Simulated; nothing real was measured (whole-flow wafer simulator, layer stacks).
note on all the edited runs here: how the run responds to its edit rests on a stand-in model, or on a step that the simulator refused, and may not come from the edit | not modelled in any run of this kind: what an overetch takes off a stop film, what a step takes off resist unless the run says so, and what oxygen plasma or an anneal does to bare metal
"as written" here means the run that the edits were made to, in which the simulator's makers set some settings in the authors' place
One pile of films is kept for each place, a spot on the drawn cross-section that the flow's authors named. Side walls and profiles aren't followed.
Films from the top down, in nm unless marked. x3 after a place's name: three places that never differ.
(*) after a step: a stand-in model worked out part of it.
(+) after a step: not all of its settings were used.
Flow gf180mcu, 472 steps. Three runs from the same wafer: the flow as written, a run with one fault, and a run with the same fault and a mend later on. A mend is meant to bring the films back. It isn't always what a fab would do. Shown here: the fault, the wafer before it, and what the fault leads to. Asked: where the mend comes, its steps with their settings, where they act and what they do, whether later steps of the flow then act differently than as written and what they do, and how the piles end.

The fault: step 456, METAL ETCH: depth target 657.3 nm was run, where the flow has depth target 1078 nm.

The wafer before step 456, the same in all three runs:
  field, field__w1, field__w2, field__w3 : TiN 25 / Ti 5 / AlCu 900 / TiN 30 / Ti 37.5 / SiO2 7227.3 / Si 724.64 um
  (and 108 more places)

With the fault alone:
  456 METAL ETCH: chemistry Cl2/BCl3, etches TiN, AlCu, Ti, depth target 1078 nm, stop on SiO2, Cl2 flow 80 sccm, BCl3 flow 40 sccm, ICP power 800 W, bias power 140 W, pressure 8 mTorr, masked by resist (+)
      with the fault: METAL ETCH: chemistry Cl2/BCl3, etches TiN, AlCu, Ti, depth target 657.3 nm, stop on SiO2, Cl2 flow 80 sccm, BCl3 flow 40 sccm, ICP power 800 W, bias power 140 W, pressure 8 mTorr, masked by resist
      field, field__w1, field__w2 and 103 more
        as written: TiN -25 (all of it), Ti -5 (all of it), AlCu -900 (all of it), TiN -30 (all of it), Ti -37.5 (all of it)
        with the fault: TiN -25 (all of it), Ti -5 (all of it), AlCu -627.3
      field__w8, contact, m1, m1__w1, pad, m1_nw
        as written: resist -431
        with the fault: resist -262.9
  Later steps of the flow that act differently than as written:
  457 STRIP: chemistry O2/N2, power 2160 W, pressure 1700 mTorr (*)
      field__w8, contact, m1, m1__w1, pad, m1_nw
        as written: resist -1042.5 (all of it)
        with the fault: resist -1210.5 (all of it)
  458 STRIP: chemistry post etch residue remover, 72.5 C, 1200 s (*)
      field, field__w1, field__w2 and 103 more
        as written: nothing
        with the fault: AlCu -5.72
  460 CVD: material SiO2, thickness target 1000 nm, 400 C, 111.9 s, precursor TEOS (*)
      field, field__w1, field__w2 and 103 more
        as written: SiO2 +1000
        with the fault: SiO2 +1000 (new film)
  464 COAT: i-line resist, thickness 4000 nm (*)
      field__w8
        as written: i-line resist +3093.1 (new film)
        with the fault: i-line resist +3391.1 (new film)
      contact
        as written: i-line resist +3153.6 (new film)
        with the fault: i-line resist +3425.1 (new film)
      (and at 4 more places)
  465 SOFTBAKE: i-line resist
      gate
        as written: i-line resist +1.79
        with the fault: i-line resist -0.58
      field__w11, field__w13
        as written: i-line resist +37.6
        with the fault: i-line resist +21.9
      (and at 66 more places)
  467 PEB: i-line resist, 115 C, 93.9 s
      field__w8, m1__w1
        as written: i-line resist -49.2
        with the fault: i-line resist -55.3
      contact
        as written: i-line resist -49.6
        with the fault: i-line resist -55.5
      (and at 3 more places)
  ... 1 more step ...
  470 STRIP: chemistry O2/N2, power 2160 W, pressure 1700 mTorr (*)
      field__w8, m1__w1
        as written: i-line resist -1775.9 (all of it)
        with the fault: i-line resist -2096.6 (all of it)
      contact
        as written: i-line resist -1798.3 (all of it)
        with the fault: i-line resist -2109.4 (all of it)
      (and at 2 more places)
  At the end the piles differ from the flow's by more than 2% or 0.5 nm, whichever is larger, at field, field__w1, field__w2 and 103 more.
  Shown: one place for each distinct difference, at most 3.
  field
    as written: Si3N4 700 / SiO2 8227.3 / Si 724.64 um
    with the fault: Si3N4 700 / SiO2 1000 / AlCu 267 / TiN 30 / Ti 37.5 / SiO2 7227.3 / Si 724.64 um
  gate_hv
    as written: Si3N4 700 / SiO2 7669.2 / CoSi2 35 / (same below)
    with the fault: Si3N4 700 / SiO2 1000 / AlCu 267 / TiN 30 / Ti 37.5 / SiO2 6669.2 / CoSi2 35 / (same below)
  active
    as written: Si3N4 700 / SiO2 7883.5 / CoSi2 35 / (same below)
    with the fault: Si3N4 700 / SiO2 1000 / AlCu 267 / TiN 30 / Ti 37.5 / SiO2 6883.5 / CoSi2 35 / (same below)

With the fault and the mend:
  The mend comes after step 458.
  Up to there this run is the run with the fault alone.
  458a DEHYDRATE: 200 C, 60 s (the flow's step 449 once more)
      changes no film at any place that is followed
  458b HMDS: 120 C, 60 s (the flow's step 450 once more)
      changes no film at any place that is followed
  458c COAT: resist, thickness 1500 nm (*) (the flow's step 451 once more)
      iso_ptap_pw, iso_ntap_nw, iso_nw_fld and 33 more
        resist +1500 (new film)
      field_sub, field_sub__w1, field_sub__w2 and 10 more
        resist +1508.5 (new film)
      p_well, sti, spacer, sd_n, mim_1p0, dice_street
        resist +1503.2 (new film)
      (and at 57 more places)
  458d SOFTBAKE: resist (the flow's step 452 once more)
      field__w5, field__w9
        resist -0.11
      active_nat, pplus_u
        resist -0.4
      ld_sd_n, ld_acc_n
        resist -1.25
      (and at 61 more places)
  458e EXPOSE: photomask MetalTop (the flow's step 453 once more)
      changes no film at any place that is followed
  458f PEB: resist, 70.3 s (the flow's step 454 once more)
      field__w2, field__w3, field__w5 and 43 more
        resist -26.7
      iso_ptap_pw, iso_ntap_nw, iso_nw_fld and 33 more
        resist -26.5
      p_well, sti, spacer, sd_n, mim_1p0, dice_street
        resist -26.6
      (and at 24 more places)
  458g DEVELOP: thickness 1500 nm, 60 s (the flow's step 455 once more)
      iso_ptap_pw, iso_ntap_nw, iso_nw_fld and 33 more
        resist -1473.5 (all of it)
      field__w5, field__w9, field__w11, field__w13, nplus_u, ppoly_u
        resist -1482.2 (all of it)
      p_well, sti, spacer, sd_n, mim_1p0, dice_street
        resist -1476.6 (all of it)
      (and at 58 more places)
  458h METAL ETCH: chemistry Cl2/BCl3, etches TiN, AlCu, Ti, depth target 420.2 nm, stop on SiO2, Cl2 flow 80 sccm, BCl3 flow 40 sccm, ICP power 800 W, bias power 140 W, pressure 8 mTorr, masked by resist (+) (the flow's step 456 once more, with other settings)
      field, field__w1, field__w2 and 103 more
        AlCu -267 (all of it), TiN -30 (all of it), Ti -37.5 (all of it)
      field__w8, contact, m1, m1__w1, pad, m1_nw
        resist -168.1
  458i STRIP: chemistry O2/N2, power 2160 W, pressure 1700 mTorr (*) (the flow's step 457 once more)
      field__w8
        resist -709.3 (all of it)
      contact
        resist -707.6 (all of it)
      m1
        resist -707.8 (all of it)
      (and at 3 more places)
  458j STRIP: chemistry post etch residue remover, 72.5 C, 1200 s (*) (the flow's step 458 once more)
      field__w8, contact, m1, m1__w1, pad, m1_nw
        TiN -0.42
  No later step of the flow acts differently than as written, at any place that is followed, by more than 2% or 0.5 nm, whichever is larger.
  At the end the piles differ from the flow's only slightly at the places that both follow, by at most 2% or 0.5 nm, whichever is larger.
